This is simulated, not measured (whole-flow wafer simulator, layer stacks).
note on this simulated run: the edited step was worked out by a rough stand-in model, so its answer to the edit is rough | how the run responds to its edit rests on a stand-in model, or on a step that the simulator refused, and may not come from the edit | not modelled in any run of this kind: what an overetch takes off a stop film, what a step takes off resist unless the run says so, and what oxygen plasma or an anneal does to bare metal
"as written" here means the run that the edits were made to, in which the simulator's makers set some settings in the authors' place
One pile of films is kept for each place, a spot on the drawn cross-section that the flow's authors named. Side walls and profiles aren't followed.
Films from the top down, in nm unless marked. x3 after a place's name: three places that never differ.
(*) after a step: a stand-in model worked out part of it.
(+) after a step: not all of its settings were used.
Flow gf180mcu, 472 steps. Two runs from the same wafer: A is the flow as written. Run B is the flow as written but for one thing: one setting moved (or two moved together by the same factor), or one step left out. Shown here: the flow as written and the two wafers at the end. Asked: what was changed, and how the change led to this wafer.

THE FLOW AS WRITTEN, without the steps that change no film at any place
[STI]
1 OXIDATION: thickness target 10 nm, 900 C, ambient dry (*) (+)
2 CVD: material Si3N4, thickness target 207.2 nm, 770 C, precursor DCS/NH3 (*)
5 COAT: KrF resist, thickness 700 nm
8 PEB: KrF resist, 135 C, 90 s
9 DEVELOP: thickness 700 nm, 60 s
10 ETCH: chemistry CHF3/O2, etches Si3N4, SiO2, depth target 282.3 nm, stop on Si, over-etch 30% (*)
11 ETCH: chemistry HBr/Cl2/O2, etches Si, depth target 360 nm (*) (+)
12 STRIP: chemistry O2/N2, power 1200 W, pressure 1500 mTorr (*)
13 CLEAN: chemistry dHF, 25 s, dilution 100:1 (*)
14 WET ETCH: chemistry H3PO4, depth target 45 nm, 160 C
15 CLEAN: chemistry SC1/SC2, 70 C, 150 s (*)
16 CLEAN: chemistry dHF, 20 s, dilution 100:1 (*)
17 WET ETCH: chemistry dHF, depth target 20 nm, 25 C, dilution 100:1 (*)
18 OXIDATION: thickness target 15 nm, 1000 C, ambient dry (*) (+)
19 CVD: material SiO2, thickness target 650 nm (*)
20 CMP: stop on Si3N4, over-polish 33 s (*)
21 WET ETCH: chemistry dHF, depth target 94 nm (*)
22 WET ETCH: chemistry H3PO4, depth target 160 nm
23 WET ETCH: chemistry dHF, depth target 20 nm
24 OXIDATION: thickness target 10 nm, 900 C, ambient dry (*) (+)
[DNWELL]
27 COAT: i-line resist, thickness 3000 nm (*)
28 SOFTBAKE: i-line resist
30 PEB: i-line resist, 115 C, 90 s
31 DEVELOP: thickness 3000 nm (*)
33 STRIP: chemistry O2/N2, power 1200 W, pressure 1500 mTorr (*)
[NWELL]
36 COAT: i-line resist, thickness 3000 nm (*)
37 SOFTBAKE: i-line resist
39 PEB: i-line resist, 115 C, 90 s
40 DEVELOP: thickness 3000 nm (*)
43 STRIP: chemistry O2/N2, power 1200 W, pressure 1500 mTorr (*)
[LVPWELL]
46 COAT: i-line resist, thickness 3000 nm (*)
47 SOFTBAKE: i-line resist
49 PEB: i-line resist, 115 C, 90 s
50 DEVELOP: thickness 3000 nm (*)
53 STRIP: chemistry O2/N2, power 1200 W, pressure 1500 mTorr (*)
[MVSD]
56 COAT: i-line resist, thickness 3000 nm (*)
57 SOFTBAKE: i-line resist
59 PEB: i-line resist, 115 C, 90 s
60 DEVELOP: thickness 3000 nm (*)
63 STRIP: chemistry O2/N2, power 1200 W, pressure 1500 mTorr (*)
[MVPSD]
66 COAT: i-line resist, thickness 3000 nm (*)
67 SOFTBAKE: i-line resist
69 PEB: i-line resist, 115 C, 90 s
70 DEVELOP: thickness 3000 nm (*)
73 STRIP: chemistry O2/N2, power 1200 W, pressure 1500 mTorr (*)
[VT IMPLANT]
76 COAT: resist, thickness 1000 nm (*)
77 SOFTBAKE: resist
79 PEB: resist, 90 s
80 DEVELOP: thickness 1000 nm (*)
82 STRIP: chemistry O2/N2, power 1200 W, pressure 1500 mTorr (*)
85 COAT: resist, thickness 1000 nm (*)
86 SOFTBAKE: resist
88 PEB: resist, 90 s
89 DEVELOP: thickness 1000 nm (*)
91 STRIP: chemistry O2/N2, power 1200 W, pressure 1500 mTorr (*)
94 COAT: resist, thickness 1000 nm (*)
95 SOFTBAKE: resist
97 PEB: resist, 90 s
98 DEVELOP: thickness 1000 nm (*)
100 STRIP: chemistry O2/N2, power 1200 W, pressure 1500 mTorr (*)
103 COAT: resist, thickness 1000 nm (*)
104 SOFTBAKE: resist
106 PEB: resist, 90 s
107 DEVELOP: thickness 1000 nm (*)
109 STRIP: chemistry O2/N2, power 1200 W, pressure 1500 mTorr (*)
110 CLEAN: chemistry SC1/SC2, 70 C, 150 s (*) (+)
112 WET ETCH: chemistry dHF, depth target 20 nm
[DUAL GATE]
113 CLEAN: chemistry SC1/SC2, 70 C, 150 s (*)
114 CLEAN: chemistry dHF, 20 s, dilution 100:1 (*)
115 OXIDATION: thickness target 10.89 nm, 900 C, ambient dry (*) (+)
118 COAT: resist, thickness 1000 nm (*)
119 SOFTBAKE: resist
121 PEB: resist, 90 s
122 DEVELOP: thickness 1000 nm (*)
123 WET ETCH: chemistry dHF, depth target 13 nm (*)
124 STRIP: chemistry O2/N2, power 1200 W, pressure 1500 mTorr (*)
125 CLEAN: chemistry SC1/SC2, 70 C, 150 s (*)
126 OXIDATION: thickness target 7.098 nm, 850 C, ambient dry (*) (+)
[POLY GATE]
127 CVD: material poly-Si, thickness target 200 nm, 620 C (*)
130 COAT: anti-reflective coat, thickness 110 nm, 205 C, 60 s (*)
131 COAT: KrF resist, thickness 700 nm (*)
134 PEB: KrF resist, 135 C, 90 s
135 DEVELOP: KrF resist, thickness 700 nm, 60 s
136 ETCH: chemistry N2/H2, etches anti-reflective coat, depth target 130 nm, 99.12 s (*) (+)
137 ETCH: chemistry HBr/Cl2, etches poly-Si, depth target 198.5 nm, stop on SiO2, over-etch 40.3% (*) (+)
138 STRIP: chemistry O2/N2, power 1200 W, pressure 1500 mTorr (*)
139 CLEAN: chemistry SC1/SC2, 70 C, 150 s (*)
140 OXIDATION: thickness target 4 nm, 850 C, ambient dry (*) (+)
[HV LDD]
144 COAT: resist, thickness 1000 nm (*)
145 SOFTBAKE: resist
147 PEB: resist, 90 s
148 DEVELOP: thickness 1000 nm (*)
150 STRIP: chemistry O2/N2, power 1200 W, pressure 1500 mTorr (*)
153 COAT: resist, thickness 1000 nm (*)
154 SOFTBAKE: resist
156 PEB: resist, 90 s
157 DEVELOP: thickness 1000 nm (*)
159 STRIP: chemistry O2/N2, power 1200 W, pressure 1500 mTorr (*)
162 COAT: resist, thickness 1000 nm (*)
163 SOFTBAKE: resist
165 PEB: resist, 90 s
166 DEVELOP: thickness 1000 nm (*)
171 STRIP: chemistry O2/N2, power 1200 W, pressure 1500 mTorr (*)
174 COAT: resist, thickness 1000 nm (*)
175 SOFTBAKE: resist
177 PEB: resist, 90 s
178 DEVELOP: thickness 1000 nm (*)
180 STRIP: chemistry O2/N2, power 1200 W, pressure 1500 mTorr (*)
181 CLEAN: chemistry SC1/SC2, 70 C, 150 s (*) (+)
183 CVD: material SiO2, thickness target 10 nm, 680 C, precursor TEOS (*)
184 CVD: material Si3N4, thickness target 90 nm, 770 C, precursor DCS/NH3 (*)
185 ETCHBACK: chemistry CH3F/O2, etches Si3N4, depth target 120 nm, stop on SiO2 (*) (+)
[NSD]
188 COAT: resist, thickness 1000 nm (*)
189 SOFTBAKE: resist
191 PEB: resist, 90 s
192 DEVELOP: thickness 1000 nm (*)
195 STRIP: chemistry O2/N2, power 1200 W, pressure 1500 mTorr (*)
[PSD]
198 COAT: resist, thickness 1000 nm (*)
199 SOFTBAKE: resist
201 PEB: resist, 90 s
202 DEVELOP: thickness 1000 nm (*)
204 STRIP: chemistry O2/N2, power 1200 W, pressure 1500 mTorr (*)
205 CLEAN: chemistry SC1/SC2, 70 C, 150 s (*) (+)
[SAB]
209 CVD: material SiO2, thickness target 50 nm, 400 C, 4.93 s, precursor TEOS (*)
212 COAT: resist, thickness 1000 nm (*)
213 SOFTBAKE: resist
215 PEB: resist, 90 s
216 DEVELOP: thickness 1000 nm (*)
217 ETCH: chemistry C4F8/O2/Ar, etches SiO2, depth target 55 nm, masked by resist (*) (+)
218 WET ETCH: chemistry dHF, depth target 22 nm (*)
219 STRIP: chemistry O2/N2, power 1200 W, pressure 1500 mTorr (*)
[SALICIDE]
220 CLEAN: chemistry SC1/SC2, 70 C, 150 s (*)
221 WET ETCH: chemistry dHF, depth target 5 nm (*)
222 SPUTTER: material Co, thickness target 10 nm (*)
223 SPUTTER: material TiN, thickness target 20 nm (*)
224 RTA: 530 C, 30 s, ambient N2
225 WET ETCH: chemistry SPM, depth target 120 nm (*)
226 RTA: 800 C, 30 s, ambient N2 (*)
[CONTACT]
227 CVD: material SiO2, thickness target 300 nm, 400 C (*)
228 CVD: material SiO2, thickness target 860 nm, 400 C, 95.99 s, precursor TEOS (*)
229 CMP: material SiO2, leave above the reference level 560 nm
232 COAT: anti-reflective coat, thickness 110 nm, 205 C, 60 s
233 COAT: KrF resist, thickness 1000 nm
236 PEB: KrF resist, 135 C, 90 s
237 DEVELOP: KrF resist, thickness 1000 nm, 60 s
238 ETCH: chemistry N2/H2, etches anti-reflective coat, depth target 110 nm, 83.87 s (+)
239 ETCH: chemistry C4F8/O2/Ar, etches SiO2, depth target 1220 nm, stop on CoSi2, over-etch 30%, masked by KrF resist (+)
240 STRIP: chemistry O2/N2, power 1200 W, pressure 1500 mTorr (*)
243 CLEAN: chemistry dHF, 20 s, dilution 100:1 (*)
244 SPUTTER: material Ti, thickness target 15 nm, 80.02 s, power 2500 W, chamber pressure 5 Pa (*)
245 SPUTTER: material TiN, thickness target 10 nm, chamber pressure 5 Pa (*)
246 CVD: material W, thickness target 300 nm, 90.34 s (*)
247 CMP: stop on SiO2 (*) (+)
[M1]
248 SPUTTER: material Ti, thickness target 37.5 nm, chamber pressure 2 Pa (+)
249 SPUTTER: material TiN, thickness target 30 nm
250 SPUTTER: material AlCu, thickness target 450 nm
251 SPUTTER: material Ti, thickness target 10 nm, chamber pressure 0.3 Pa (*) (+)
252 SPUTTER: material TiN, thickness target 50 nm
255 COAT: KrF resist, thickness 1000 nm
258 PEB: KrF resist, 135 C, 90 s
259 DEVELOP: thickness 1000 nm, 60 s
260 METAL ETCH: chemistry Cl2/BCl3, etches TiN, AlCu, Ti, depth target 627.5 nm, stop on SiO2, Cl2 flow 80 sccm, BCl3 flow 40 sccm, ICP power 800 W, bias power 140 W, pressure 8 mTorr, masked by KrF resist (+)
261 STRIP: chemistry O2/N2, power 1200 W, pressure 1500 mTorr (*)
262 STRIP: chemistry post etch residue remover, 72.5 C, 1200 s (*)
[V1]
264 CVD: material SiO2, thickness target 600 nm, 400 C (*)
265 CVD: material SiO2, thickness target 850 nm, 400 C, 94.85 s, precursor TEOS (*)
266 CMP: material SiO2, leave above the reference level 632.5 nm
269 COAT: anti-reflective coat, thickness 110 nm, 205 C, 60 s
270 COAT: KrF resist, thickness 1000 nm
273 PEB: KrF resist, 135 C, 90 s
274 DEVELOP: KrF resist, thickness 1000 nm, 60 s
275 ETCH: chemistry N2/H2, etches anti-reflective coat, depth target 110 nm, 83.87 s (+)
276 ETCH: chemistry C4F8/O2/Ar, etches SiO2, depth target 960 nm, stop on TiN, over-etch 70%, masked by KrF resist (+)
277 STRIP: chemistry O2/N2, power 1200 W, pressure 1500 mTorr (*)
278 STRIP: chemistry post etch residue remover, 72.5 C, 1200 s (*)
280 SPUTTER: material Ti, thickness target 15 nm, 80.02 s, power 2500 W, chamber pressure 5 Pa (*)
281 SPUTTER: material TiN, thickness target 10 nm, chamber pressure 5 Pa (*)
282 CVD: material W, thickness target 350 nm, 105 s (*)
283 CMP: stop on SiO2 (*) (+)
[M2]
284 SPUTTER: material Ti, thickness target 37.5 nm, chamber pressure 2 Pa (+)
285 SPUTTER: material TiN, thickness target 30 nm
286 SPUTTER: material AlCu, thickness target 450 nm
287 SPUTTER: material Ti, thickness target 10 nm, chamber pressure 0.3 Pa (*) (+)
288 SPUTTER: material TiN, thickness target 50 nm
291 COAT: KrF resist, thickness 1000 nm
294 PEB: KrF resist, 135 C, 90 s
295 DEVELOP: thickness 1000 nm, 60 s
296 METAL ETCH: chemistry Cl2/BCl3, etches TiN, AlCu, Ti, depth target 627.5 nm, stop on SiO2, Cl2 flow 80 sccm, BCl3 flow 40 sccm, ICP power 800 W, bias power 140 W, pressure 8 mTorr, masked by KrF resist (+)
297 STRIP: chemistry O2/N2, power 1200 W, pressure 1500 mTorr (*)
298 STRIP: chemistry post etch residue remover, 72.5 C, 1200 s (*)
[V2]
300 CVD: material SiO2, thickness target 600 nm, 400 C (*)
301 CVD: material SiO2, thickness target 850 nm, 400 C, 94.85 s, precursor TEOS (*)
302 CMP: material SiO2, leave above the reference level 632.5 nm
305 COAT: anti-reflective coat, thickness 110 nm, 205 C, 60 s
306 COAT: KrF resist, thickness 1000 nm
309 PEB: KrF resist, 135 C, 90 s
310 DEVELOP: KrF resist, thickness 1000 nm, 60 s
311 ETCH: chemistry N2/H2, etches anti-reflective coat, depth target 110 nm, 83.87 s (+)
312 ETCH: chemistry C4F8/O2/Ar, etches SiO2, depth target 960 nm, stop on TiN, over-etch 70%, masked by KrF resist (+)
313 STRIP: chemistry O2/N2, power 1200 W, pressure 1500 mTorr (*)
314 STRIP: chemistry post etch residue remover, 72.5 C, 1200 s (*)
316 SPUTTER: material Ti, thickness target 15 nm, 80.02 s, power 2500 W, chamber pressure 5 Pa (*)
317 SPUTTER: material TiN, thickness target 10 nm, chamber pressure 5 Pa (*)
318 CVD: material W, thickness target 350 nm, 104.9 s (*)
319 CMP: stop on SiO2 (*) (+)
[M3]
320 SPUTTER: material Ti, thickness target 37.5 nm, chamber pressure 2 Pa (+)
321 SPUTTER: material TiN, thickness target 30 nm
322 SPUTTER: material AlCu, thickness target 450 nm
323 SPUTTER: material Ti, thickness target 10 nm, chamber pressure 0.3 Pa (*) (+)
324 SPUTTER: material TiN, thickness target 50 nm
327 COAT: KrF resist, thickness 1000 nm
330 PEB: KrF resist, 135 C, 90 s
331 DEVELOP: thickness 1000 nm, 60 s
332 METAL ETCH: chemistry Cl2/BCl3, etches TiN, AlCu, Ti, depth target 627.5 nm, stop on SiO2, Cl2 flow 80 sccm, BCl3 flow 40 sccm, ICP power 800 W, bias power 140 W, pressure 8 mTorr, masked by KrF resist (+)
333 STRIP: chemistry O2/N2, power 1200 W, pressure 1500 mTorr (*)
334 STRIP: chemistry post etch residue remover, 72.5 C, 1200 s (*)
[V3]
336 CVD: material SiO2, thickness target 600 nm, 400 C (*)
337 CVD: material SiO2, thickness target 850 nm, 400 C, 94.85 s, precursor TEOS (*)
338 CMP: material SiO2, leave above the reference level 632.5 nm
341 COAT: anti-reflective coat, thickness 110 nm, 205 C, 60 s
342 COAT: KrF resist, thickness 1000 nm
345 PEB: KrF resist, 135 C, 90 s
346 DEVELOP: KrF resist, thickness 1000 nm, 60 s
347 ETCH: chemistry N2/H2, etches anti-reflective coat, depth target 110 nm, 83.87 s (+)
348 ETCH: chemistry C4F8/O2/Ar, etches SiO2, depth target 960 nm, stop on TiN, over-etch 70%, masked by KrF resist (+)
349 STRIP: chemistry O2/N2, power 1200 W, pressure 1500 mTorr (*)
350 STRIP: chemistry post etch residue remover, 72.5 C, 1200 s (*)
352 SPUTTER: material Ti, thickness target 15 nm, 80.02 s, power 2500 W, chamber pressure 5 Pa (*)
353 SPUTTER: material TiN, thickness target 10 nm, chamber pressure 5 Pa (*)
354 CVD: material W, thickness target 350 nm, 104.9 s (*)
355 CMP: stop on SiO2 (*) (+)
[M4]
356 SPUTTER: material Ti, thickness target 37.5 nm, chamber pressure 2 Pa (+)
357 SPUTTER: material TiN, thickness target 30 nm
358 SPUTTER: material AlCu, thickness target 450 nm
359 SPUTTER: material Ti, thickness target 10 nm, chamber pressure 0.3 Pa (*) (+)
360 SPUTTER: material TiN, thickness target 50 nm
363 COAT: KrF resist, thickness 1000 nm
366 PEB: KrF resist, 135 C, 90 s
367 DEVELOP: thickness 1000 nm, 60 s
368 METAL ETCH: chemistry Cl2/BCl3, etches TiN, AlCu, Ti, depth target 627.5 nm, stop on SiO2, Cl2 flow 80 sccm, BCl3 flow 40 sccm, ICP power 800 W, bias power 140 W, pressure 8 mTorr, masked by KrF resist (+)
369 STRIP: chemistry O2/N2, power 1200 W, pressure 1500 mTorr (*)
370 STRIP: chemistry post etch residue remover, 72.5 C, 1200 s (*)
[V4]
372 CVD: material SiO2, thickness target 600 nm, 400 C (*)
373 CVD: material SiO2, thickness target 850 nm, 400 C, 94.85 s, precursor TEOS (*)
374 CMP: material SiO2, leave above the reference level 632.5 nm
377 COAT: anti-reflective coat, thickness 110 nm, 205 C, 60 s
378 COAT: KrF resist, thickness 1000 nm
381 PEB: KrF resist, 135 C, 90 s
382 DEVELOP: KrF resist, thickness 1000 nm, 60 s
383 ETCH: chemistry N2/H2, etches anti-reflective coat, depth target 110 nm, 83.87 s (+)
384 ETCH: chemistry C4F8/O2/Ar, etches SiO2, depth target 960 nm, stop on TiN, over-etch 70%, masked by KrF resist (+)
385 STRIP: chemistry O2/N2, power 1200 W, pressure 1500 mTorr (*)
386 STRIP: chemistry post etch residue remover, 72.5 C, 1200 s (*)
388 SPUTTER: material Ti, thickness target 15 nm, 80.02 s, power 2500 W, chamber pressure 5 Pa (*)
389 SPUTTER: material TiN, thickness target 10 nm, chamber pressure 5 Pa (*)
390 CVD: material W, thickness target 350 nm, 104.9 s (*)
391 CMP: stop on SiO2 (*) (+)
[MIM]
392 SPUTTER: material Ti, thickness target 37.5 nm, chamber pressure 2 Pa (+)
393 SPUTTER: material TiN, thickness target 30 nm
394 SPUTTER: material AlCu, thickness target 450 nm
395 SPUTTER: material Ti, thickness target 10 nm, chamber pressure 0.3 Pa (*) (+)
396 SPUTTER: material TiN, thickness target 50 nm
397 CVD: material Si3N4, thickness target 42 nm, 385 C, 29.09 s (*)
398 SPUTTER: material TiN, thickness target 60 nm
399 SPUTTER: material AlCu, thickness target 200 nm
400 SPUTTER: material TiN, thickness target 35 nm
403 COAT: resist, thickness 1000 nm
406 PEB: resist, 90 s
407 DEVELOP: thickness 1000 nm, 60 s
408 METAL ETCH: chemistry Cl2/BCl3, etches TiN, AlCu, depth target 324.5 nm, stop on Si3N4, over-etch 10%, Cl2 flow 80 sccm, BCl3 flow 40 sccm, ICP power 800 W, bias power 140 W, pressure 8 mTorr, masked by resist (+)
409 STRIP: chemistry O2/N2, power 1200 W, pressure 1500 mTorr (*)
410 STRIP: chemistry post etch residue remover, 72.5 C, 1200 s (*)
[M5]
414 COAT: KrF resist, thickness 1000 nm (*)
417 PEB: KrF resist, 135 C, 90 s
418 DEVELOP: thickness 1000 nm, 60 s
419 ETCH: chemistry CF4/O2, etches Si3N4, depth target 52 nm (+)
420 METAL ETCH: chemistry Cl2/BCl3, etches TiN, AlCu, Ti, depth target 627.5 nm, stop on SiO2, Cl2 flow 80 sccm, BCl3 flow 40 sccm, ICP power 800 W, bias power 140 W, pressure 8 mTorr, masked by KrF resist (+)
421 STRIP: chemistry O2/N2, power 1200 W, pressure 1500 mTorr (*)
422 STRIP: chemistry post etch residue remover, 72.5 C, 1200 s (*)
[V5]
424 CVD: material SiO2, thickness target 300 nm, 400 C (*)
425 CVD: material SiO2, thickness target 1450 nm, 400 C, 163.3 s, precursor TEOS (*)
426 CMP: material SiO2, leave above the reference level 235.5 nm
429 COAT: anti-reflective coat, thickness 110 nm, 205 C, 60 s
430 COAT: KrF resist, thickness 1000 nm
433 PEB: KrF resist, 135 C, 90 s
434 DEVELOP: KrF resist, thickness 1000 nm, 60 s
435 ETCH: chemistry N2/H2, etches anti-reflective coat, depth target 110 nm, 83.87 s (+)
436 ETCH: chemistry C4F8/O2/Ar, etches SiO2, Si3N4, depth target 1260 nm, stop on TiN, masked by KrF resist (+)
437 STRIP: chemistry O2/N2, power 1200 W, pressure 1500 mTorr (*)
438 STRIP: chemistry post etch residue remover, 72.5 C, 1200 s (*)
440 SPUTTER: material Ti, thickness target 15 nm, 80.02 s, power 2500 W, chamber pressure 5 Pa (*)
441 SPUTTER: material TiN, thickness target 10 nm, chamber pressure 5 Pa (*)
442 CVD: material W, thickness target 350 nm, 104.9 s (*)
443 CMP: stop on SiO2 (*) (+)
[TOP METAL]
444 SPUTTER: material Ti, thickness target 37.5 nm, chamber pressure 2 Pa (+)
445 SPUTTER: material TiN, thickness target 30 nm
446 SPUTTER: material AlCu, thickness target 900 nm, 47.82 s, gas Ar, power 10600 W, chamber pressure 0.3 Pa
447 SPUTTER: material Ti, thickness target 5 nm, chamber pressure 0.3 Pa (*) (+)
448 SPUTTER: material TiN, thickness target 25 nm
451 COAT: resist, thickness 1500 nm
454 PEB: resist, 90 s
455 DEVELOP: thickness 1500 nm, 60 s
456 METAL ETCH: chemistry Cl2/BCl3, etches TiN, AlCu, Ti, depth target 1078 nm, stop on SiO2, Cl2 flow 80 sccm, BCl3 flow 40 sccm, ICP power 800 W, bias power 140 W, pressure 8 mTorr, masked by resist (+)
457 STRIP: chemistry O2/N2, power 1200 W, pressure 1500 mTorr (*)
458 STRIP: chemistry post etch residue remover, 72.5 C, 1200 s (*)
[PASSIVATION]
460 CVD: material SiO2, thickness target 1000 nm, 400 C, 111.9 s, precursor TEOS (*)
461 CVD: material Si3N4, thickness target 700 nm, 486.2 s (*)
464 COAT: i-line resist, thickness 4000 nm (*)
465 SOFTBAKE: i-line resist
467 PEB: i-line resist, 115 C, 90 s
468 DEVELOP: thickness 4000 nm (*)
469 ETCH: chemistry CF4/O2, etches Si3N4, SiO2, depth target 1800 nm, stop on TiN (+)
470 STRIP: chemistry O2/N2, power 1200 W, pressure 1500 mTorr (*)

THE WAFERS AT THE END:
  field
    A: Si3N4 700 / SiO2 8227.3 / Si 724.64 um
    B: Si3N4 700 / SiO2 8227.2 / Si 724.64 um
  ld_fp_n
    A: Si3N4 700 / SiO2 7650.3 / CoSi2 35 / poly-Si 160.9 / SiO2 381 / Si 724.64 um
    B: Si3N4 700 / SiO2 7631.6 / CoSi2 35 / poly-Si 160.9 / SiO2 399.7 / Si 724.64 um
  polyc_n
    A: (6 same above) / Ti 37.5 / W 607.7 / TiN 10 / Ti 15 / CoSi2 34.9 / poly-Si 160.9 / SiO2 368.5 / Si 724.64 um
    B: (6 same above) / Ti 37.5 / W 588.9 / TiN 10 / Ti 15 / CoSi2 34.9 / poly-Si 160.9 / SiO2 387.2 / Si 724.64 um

The cause: step 21, WET ETCH: depth target 75.2 nm was run, where the flow has depth target 94 nm.

How the change led to this, step by step:
  21 WET ETCH: chemistry dHF, depth target 94 nm (*)
      active, n_well, p_well and 40 more: A Si3N4 -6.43 | B Si3N4 -5.16
      field, field_sub, sti and 34 more: A SiO2 -94 | B SiO2 -75.2
  28 SOFTBAKE: i-line resist
      field: A i-line resist +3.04 | B i-line resist +4.73
      field_sub: A i-line resist +2.58 | B i-line resist +4.01
      (and at 55 more places)
  37 SOFTBAKE: i-line resist
      field: A i-line resist +3.04 | B i-line resist +4.73
      field_sub: A i-line resist +2.58 | B i-line resist +4.01
      (and at 55 more places)
  47 SOFTBAKE: i-line resist
      field: A i-line resist +3.04 | B i-line resist +4.73
      field_sub: A i-line resist +2.58 | B i-line resist +4.01
      (and at 55 more places)
  57 SOFTBAKE: i-line resist
      field: A i-line resist +3.04 | B i-line resist +4.73
      field_sub: A i-line resist +2.58 | B i-line resist +4.01
      (and at 55 more places)
  67 SOFTBAKE: i-line resist
      field: A i-line resist +3.04 | B i-line resist +4.73
      field_sub: A i-line resist +2.58 | B i-line resist +4.01
      (and at 55 more places)
  79 PEB: resist, 90 s
      p_well, spacer, sd_n: A resist -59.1 | B resist -60.4
  88 PEB: resist, 90 s
      p_well, spacer, sd_n: A resist -59.1 | B resist -60.4
  97 PEB: resist, 90 s
      p_well, spacer, sd_n: A resist -59.1 | B resist -60.4
  106 PEB: resist, 90 s
      p_well, spacer, sd_n: A resist -59.1 | B resist -60.4
  127 CVD: material poly-Si, thickness target 200 nm, 620 C (*)
      ldn_drn, ldp_drn: A poly-Si +200 (new film) | B poly-Si +206.4 (new film)
  130 COAT: anti-reflective coat, thickness 110 nm, 205 C, 60 s (*)
      p_well, spacer, sd_n: A anti-reflective coat +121 (new film) | B anti-reflective coat +139.1 (new film)
      ld_body_p_dnw, vpnp_e: A anti-reflective coat +115.2 (new film) | B anti-reflective coat +126.3 (new film)
      (and at 73 more places)
  136 ETCH: chemistry N2/H2, etches anti-reflective coat, depth target 130 nm, 99.12 s (*) (+)
      p_well, spacer, sd_n: A anti-reflective coat -121 (all of it), poly-Si -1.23 | B anti-reflective coat -139.1 (all of it), poly-Si -0.77
      field: A anti-reflective coat -112.6 (all of it), poly-Si -1.45 | B anti-reflective coat -106.2 (all of it), poly-Si -1.61
      (and at 52 more places)
  137 ETCH: chemistry HBr/Cl2, etches poly-Si, depth target 198.5 nm, stop on SiO2, over-etch 40.3% (*) (+)
      ldn_drn, ldp_drn: A poly-Si -198.7 (all of it), SiO2 -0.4 | B poly-Si -205.1 (all of it), SiO2 -0.37
  138 STRIP: chemistry O2/N2, power 1200 W, pressure 1500 mTorr (*)
      gate: A chemical SiO2 +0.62 (new film), KrF resist -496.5 (all of it), anti-reflective coat -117 (all of it), poly-Si -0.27 | B chemical SiO2 +0.62 (new film), KrF resist -498.2 (all of it), anti-reflective coat -125.4 (all of it), poly-Si -0.27
      gate_hv: A chemical SiO2 +0.62 (new film), KrF resist -495.3 (all of it), anti-reflective coat -109.8 (all of it), poly-Si -0.27 | B chemical SiO2 +0.62 (new film), KrF resist -498.7 (all of it), anti-reflective coat -114.9 (all of it), poly-Si -0.27
      (and at 20 more places)
  189 SOFTBAKE: resist
      active_hv: A resist +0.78 | B resist +0.27
  ... 12 more steps ...
  246 CVD: material W, thickness target 300 nm, 90.34 s (*)
      polyc_n, polyc_p: A W +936 (new film) | B W +917.2 (new film)
